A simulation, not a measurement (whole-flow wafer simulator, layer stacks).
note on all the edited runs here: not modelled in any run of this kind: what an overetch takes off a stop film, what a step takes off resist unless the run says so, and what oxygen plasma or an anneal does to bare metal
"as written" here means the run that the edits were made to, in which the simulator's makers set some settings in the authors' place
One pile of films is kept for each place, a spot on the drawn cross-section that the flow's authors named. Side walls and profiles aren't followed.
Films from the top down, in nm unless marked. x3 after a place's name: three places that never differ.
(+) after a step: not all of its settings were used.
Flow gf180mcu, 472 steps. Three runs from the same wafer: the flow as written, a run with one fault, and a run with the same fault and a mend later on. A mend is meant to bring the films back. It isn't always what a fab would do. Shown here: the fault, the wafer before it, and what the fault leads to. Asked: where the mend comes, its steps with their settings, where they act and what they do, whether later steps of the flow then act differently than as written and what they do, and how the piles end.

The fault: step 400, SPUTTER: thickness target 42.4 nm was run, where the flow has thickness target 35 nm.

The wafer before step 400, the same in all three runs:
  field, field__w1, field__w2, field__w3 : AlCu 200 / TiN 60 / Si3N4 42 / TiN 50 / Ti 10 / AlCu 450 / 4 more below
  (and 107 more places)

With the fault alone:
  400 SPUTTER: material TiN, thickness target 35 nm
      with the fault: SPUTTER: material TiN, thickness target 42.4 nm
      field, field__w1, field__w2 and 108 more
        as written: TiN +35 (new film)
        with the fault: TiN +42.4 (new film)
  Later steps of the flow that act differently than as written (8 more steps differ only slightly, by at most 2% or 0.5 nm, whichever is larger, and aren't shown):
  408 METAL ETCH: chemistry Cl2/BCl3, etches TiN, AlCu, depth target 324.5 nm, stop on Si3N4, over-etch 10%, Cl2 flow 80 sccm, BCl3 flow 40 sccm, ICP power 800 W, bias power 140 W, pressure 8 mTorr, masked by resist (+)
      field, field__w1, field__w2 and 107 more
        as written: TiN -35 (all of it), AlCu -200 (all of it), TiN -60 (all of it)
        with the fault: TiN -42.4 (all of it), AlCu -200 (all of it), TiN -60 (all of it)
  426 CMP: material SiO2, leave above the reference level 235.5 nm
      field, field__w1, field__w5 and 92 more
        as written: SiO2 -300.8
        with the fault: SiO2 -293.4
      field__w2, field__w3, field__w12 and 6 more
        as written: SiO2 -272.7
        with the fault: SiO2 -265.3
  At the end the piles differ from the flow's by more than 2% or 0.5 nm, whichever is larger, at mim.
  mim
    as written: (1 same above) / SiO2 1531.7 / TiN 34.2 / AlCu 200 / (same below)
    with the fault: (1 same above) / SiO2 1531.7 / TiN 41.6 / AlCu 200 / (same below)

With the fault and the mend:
  The mend comes after step 400.
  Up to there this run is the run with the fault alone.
  400a METAL ETCH: chemistry Cl2/BCl3, etches TiN, AlCu, Ti, depth target 7.4 nm, Cl2 flow 80 sccm, BCl3 flow 40 sccm, ICP power 800 W, bias power 140 W, pressure 8 mTorr (the flow's step 260 once more, with other settings)
      field, field__w1, field__w2 and 108 more
        TiN -7.4
  No later step of the flow acts differently than as written at any place that is followed.
  At the end the piles are the same as the flow's at every place that both follow.
